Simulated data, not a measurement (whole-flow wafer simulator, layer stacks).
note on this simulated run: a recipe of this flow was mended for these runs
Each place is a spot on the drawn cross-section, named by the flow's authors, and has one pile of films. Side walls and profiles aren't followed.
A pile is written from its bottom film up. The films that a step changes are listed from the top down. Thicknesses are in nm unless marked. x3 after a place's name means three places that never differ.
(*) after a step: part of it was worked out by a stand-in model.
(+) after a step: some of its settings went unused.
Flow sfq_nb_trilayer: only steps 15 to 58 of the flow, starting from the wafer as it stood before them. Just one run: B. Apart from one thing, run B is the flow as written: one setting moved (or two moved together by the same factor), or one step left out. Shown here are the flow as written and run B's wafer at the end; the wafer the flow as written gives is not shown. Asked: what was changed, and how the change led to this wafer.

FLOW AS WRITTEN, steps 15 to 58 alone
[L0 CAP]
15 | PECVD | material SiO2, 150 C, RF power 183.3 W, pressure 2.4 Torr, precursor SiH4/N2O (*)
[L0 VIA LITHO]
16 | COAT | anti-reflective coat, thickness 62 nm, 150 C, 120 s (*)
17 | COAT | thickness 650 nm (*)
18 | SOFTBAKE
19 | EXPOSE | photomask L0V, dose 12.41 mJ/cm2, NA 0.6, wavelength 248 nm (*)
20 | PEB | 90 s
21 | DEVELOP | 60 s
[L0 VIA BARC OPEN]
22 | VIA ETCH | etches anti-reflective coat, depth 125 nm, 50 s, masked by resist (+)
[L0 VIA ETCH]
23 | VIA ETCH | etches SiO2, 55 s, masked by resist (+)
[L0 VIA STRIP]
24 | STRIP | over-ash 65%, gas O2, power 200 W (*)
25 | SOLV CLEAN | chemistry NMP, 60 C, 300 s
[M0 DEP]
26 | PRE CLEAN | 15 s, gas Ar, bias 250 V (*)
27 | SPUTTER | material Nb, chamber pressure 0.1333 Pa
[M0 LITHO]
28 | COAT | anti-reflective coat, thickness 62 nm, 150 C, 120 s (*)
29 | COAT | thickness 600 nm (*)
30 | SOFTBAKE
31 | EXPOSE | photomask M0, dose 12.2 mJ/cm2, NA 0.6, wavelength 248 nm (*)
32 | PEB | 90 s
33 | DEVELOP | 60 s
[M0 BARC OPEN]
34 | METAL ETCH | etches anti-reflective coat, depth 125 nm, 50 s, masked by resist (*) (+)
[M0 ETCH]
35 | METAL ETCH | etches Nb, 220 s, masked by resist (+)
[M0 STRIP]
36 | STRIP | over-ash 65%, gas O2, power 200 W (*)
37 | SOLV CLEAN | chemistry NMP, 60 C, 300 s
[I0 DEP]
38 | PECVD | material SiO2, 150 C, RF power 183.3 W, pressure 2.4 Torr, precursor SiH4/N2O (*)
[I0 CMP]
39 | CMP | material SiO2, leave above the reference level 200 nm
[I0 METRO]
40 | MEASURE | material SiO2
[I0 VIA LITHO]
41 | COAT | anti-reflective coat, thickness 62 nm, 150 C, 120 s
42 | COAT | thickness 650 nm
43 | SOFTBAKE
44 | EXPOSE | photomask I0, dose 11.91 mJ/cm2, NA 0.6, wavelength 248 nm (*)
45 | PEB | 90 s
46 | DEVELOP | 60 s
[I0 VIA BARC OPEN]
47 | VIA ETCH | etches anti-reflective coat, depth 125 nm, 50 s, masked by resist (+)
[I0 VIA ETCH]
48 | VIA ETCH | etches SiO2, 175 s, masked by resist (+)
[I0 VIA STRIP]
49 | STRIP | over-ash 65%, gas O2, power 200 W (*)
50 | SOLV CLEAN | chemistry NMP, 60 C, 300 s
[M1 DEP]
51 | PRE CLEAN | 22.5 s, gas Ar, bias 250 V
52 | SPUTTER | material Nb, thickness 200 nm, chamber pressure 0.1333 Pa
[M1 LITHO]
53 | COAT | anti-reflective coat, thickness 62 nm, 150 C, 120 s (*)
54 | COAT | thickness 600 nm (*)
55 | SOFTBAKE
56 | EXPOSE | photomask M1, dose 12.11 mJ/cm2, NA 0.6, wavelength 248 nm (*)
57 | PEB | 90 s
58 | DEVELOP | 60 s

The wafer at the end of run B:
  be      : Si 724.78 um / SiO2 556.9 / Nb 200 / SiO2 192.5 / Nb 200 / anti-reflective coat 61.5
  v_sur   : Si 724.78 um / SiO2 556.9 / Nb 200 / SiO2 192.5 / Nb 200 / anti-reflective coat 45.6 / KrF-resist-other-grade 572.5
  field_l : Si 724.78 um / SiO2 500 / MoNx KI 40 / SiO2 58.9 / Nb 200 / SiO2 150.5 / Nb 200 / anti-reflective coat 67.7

Cause: step 15, PECVD: RF power 208 W was run, while the flow as written has RF power 183.3 W.

The path from the change to this, step by step:
  15 | PECVD | material SiO2, 150 C, RF power 183.3 W, pressure 2.4 Torr, precursor SiH4/N2O (*)
      v_sur, via_wl, via_w and 97 more: +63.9 SiO2 (in the flow as written it would be: +60 SiO2)
      field_l, l0_sur, l0v, l0r_line_l, l0r_line_c, l0r_line_r: +63.9 SiO2 (new film) (in the flow as written it would be: +60 SiO2 (new film))
  23 | VIA ETCH | etches SiO2, 55 s, masked by resist (+)
      l0v: -63.5 SiO2 (all of it), -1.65 MoNx KI (in the flow as written it would be: -59.7 SiO2 (all of it), -2.03 MoNx KI)
  28 | COAT | anti-reflective coat, thickness 62 nm, 150 C, 120 s (*)
      l0_sur: +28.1 anti-reflective coat (new film) (in the flow as written it would be: +29.3 anti-reflective coat (new film))
  36 | STRIP | over-ash 65%, gas O2, power 200 W (*)
      l0_sur: -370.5 KrF-resist-other-grade (all of it), -28.1 anti-reflective coat (all of it) (in the flow as written it would be: -370 KrF-resist-other-grade (all of it), -29.3 anti-reflective coat (all of it))
